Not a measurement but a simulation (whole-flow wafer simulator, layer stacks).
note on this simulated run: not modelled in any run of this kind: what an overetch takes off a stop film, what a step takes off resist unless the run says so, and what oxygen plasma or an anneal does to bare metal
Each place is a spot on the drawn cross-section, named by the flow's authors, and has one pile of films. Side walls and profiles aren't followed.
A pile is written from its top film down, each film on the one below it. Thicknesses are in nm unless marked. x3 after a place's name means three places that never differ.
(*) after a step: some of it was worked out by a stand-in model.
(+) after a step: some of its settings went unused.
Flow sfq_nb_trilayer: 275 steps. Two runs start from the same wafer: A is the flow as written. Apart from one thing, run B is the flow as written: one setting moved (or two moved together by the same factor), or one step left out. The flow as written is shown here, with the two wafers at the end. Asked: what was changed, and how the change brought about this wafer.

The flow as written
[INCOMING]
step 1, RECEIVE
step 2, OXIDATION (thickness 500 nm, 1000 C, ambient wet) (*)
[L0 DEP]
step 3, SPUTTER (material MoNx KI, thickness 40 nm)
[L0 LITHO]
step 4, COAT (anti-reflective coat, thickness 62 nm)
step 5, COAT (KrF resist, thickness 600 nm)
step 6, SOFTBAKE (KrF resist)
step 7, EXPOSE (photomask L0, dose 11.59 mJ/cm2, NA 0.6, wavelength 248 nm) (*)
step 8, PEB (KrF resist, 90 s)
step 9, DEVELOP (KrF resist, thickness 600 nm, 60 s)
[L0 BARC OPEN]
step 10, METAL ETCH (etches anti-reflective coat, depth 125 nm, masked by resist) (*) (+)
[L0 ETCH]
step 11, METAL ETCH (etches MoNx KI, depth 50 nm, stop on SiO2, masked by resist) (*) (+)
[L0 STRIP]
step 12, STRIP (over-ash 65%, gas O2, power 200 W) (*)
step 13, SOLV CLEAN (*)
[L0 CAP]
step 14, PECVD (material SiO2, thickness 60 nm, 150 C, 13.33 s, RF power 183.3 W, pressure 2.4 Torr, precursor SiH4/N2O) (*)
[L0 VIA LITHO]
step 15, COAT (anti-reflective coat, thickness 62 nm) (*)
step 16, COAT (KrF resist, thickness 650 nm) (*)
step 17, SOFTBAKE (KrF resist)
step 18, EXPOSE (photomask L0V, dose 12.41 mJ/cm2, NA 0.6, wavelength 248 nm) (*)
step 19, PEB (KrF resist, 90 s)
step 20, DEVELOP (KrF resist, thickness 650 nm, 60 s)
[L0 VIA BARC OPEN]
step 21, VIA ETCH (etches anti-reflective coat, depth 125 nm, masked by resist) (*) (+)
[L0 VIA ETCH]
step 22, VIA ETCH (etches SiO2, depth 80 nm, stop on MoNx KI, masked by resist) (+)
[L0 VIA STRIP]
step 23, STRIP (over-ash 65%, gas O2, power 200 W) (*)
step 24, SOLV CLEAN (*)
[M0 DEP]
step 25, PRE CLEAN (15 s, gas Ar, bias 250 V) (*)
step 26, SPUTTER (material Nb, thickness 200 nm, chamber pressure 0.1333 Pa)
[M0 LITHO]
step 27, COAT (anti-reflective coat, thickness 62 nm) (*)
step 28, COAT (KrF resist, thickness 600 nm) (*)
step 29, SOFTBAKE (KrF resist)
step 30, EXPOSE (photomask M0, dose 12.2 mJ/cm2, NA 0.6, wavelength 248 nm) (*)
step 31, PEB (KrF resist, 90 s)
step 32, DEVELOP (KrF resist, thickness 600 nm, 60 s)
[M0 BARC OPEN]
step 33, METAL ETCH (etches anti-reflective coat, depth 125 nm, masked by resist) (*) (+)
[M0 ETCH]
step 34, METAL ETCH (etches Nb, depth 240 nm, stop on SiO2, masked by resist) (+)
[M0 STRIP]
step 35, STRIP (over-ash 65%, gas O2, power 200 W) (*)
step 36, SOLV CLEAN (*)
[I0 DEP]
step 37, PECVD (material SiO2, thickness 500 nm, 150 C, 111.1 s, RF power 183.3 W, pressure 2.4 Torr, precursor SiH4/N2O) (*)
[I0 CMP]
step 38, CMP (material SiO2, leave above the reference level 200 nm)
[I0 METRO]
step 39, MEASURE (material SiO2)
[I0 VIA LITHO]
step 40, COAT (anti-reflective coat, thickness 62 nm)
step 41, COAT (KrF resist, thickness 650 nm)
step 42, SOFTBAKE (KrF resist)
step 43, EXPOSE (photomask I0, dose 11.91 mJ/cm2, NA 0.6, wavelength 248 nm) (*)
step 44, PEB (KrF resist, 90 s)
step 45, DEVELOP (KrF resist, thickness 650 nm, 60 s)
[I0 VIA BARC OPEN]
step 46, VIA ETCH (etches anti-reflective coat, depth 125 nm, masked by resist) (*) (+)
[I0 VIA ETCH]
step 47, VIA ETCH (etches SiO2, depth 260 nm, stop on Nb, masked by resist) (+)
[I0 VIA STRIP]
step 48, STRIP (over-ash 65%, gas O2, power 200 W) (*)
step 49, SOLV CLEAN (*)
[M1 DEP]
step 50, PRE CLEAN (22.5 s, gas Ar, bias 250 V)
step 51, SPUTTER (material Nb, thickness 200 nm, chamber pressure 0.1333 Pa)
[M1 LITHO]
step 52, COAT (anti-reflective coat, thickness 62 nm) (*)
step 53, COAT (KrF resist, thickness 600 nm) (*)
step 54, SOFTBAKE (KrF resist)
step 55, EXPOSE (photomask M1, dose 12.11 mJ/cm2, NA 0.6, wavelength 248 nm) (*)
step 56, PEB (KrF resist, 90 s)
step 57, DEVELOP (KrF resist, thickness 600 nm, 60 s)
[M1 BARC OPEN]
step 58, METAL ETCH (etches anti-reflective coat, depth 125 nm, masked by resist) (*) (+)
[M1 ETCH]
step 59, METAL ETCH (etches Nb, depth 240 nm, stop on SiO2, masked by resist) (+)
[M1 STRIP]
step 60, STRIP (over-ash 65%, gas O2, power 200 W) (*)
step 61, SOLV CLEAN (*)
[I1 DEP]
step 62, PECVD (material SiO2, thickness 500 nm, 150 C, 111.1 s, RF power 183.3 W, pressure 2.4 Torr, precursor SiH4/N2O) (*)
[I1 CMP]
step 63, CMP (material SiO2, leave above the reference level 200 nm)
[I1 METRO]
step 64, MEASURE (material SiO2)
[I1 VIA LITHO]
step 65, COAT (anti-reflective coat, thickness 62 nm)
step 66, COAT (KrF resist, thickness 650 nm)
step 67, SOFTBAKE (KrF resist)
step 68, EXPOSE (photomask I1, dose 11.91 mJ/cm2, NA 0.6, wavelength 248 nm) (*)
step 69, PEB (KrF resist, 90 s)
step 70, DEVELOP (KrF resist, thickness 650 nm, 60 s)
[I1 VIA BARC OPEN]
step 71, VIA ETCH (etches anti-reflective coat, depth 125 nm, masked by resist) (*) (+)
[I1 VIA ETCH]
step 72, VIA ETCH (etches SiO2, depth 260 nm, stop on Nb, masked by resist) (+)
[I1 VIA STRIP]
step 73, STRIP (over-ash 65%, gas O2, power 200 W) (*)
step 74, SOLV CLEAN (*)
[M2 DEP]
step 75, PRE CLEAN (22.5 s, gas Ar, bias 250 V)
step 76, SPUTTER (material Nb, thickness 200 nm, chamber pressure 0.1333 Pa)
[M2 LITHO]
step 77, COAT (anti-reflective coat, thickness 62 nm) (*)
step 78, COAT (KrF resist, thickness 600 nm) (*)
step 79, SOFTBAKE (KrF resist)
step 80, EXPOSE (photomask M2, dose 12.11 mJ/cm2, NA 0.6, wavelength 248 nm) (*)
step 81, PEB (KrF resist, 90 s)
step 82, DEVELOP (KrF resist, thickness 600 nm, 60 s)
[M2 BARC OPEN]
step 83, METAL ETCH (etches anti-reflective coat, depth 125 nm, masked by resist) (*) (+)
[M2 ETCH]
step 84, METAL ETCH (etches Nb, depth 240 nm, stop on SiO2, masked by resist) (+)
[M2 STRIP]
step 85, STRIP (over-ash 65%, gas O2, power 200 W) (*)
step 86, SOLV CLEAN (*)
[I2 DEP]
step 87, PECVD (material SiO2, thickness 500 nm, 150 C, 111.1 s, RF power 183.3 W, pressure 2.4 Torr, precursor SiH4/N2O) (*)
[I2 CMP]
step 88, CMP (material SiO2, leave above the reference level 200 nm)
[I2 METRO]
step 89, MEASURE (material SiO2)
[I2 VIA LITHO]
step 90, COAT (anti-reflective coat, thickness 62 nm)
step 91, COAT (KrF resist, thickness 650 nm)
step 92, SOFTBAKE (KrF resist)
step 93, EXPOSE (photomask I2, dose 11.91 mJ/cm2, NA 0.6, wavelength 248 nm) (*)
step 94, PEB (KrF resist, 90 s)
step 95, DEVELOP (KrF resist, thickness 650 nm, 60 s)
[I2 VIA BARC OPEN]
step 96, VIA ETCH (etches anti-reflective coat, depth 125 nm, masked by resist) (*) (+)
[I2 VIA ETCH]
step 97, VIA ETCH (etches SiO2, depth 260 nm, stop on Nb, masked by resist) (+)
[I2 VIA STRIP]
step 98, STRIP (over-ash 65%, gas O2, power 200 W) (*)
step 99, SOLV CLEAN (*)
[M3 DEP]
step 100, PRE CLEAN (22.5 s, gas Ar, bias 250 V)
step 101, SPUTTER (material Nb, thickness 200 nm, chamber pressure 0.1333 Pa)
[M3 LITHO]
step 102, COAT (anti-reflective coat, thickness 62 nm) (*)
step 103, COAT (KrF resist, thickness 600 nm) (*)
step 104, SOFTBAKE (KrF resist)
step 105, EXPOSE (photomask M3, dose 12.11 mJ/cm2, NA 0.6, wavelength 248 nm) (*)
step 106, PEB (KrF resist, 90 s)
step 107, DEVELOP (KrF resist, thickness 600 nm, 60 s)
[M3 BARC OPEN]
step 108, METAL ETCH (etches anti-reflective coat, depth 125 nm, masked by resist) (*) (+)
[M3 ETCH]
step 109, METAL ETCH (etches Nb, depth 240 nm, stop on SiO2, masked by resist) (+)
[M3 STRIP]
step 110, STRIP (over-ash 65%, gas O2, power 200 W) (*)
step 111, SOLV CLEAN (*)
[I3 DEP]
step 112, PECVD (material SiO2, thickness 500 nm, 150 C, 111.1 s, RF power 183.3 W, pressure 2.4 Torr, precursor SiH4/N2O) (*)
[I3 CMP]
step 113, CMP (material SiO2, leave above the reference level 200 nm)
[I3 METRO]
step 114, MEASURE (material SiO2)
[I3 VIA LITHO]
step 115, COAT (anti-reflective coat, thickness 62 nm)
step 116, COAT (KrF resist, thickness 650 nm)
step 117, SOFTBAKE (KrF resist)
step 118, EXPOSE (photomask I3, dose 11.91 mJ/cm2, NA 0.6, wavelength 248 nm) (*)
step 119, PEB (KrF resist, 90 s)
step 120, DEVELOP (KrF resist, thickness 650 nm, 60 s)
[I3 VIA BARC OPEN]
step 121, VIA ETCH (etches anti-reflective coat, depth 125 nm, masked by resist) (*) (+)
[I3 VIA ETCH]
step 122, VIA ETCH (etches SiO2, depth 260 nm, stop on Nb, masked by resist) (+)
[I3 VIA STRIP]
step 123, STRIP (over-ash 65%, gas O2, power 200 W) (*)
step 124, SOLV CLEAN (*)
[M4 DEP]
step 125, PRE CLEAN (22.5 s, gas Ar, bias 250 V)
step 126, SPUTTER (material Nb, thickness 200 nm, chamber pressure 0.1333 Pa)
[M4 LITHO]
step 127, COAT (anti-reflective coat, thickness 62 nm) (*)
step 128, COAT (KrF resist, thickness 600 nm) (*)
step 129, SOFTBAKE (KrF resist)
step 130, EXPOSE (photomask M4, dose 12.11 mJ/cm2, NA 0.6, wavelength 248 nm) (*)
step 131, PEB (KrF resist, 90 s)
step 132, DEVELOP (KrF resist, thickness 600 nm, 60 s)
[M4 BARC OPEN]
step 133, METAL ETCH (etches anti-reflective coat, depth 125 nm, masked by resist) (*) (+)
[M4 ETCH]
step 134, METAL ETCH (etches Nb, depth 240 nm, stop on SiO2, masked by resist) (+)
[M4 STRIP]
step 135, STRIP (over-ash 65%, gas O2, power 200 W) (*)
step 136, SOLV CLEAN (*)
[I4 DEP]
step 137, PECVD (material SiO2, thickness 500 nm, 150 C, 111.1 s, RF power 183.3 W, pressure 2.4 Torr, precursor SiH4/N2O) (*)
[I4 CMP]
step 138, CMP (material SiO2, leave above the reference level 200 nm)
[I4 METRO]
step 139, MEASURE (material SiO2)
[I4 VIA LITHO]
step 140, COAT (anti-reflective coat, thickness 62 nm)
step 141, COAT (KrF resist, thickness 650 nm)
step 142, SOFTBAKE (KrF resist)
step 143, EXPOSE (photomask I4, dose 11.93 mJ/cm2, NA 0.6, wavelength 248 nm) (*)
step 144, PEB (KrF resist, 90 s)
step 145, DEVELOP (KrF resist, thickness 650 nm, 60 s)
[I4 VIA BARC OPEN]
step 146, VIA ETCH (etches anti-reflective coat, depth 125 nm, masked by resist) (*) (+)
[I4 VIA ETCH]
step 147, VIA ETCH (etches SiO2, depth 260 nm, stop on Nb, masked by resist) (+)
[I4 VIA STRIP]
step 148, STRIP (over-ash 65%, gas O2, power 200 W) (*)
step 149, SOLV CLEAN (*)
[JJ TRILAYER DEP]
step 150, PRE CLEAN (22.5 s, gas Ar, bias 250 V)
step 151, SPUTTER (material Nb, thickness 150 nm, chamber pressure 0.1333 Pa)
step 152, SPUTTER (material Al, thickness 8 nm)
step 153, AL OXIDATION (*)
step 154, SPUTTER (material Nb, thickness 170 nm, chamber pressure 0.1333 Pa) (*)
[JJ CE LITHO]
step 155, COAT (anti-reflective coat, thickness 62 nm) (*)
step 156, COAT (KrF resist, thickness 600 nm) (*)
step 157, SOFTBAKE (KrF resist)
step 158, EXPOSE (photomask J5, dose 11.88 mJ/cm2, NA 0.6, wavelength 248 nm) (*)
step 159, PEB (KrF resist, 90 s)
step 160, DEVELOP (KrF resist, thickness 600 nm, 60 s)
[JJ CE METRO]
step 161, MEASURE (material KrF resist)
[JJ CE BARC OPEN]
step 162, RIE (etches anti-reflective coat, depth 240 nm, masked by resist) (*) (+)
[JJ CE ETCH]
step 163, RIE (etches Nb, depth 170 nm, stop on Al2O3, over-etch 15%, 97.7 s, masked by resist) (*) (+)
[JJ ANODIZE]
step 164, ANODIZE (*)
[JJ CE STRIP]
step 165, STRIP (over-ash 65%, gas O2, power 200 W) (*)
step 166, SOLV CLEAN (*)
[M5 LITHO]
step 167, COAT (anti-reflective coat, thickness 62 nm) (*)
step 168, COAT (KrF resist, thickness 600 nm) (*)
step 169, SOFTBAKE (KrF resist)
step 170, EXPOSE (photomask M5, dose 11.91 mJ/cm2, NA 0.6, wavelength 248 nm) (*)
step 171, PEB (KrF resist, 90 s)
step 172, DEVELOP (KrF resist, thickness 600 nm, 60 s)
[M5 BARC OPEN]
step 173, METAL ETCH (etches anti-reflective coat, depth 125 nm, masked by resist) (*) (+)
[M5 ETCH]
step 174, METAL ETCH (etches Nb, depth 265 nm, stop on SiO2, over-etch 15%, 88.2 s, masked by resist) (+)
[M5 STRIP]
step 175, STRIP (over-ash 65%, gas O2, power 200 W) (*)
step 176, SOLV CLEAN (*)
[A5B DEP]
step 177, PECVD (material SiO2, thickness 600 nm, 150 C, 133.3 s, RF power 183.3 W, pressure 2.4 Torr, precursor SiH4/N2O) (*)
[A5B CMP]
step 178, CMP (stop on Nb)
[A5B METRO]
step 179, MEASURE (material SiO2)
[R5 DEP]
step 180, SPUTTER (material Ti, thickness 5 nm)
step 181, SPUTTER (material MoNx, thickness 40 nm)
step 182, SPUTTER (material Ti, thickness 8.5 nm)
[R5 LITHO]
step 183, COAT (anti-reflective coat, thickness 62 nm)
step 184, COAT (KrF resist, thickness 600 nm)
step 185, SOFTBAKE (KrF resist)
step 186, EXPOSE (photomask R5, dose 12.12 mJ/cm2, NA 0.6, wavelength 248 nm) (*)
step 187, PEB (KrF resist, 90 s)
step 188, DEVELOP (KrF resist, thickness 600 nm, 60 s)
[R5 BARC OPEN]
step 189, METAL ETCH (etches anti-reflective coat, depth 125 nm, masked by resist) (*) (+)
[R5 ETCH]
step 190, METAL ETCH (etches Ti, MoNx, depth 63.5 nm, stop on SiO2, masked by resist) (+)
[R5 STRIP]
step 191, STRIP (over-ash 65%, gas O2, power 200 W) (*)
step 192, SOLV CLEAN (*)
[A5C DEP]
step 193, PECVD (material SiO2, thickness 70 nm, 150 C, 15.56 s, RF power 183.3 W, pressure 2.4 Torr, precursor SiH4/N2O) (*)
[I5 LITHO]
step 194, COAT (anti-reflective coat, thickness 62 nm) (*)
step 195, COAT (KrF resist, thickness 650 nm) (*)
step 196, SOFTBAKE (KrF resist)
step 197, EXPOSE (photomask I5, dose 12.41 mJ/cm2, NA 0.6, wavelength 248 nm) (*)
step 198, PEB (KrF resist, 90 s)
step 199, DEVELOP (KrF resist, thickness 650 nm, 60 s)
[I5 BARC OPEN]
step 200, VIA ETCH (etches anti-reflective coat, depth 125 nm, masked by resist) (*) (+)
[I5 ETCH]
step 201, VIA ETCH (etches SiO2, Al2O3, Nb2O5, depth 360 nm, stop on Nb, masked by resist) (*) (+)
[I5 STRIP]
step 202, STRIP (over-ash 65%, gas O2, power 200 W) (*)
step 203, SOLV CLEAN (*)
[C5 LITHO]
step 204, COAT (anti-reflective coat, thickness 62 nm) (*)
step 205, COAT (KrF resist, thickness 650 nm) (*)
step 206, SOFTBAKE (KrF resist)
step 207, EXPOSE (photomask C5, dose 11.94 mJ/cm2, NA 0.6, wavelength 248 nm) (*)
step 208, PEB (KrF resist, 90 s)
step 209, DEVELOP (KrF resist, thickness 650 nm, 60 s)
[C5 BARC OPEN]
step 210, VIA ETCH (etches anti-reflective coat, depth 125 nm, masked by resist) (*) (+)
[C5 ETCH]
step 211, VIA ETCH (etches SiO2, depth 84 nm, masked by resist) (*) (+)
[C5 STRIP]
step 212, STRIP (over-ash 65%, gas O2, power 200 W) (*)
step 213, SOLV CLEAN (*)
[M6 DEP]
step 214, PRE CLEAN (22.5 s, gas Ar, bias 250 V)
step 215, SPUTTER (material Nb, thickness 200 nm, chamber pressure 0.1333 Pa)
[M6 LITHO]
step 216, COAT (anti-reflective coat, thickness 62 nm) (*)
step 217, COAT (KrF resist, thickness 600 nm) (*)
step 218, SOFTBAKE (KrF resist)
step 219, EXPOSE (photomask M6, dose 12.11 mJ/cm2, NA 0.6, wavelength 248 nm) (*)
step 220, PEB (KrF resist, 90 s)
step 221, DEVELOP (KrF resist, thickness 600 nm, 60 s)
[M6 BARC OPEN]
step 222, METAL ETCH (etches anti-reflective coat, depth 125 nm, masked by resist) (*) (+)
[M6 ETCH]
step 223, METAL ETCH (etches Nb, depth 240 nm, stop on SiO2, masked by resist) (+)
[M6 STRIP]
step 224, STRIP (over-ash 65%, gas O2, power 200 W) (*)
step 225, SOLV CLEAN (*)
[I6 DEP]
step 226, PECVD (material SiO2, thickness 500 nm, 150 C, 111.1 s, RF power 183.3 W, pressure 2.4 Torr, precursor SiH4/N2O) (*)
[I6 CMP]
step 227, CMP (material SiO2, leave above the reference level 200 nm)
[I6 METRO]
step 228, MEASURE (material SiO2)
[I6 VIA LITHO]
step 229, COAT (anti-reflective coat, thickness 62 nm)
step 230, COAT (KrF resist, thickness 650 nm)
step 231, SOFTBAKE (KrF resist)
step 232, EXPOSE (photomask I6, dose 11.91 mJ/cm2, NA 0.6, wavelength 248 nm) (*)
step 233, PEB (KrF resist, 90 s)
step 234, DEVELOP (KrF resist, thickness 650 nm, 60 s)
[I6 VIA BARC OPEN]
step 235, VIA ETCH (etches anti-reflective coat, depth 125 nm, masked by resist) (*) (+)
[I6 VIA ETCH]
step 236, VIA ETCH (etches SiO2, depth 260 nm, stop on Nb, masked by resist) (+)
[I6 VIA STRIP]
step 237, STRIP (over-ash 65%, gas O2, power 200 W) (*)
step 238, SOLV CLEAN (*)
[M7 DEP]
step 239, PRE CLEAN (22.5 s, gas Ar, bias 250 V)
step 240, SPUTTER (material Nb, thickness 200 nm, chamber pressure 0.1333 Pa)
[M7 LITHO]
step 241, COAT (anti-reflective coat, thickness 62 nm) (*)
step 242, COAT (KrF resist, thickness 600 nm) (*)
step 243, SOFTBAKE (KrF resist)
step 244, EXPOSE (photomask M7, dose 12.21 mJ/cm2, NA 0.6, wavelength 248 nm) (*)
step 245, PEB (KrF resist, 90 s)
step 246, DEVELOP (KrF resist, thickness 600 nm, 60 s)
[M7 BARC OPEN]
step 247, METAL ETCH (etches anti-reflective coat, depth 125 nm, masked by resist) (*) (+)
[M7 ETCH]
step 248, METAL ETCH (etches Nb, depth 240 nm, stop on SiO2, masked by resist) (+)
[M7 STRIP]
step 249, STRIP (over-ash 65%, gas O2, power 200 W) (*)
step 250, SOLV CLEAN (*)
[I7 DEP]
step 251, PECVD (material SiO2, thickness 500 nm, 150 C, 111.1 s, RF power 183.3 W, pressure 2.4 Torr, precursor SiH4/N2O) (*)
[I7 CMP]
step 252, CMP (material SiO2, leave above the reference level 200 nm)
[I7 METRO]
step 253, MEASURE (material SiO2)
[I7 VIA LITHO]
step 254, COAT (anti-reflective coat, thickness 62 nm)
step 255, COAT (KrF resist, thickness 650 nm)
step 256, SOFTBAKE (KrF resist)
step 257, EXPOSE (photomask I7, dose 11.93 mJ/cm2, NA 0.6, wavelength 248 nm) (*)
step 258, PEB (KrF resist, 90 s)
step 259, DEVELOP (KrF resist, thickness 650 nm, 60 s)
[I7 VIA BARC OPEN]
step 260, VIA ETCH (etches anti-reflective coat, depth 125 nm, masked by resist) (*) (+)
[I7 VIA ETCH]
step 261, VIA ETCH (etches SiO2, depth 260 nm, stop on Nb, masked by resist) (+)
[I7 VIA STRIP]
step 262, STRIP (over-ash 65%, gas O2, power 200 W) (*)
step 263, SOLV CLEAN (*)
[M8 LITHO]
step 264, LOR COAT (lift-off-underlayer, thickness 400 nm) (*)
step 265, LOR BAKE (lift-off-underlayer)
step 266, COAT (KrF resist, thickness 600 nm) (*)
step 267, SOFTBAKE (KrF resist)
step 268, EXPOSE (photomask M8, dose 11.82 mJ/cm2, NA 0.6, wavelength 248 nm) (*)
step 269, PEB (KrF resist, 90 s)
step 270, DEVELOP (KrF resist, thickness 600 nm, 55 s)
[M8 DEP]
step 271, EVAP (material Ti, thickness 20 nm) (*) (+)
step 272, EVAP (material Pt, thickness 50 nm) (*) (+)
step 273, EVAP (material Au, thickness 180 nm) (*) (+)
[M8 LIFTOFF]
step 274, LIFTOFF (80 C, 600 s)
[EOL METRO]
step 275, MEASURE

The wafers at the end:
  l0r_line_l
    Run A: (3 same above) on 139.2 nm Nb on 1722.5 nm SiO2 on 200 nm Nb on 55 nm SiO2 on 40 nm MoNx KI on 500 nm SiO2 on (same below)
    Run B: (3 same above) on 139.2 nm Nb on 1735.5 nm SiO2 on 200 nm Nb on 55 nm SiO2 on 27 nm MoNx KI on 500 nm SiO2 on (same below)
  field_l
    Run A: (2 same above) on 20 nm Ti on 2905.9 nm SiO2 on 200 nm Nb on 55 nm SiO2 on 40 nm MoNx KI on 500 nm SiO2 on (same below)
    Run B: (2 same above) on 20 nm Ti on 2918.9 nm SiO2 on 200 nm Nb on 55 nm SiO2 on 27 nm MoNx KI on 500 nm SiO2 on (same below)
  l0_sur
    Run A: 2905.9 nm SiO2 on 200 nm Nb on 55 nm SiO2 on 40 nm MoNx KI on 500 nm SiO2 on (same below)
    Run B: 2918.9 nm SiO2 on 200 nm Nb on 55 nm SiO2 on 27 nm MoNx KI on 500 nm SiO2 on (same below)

The reason: step 3, SPUTTER: thickness 27 nm was run, though the flow has thickness 40 nm.
The wafer itself shows it: l0r_line_l has MoNx KI 27, and step 3 as written asks for 40 nm.

Step by step, how the change led to this:
  step 3, SPUTTER (material MoNx KI, thickness 40 nm)
      field_l, v_sur, via_wl and 103 more: A MoNx KI gains 40 (new film) | B MoNx KI gains 27 (new film)
  step 11, METAL ETCH (etches MoNx KI, depth 50 nm, stop on SiO2, masked by resist) (*) (+)
      v_sur, via_wl, via_w and 97 more: A MoNx KI loses 40 (all of it) | B MoNx KI loses 27 (all of it)
      field_l, l0_sur, l0v, l0r_line_l, l0r_line_c, l0r_line_r: A KrF resist loses 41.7 | B KrF resist loses 33.8
  step 15, COAT (anti-reflective coat, thickness 62 nm) (*)
      field_l: A anti-reflective coat gains 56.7 (new film) | B anti-reflective coat gains 58.2 (new film)
      v_sur: A anti-reflective coat gains 72.2 (new film) | B anti-reflective coat gains 69 (new film)
      (and at 3 other places as well)
  step 23, STRIP (over-ash 65%, gas O2, power 200 W) (*)
      field_l: A KrF resist loses 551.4 (all of it), anti-reflective coat loses 56.7 (all of it) | B KrF resist loses 554.2 (all of it), anti-reflective coat loses 58.2 (all of it)
      v_sur: A KrF resist loses 570.5 (all of it), anti-reflective coat loses 72.2 (all of it) | B KrF resist loses 566.8 (all of it), anti-reflective coat loses 69 (all of it)
      (and at 3 other places as well)
  step 27, COAT (anti-reflective coat, thickness 62 nm) (*)
      field_l: A anti-reflective coat gains 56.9 (new film) | B anti-reflective coat gains 58.4 (new film)
      v_sur: A anti-reflective coat gains 72.3 (new film) | B anti-reflective coat gains 68.9 (new film)
      (and at 3 other places as well)
  step 35, STRIP (over-ash 65%, gas O2, power 200 W) (*)
      field_l: A KrF resist loses 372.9 (all of it), anti-reflective coat loses 56.9 (all of it) | B KrF resist loses 376 (all of it), anti-reflective coat loses 58.4 (all of it)
      v_sur: A KrF resist loses 391.6 (all of it), anti-reflective coat loses 72.3 (all of it) | B KrF resist loses 388.5 (all of it), anti-reflective coat loses 68.9 (all of it)
      (and at 3 other places as well)
  step 38, CMP (material SiO2, leave above the reference level 200 nm)
      field_l, l0_sur, l0r_line_l, l0r_line_c, l0r_line_r: A SiO2 loses 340 | B SiO2 loses 327
      l0v: A SiO2 loses 277.8 | B SiO2 loses 264.8
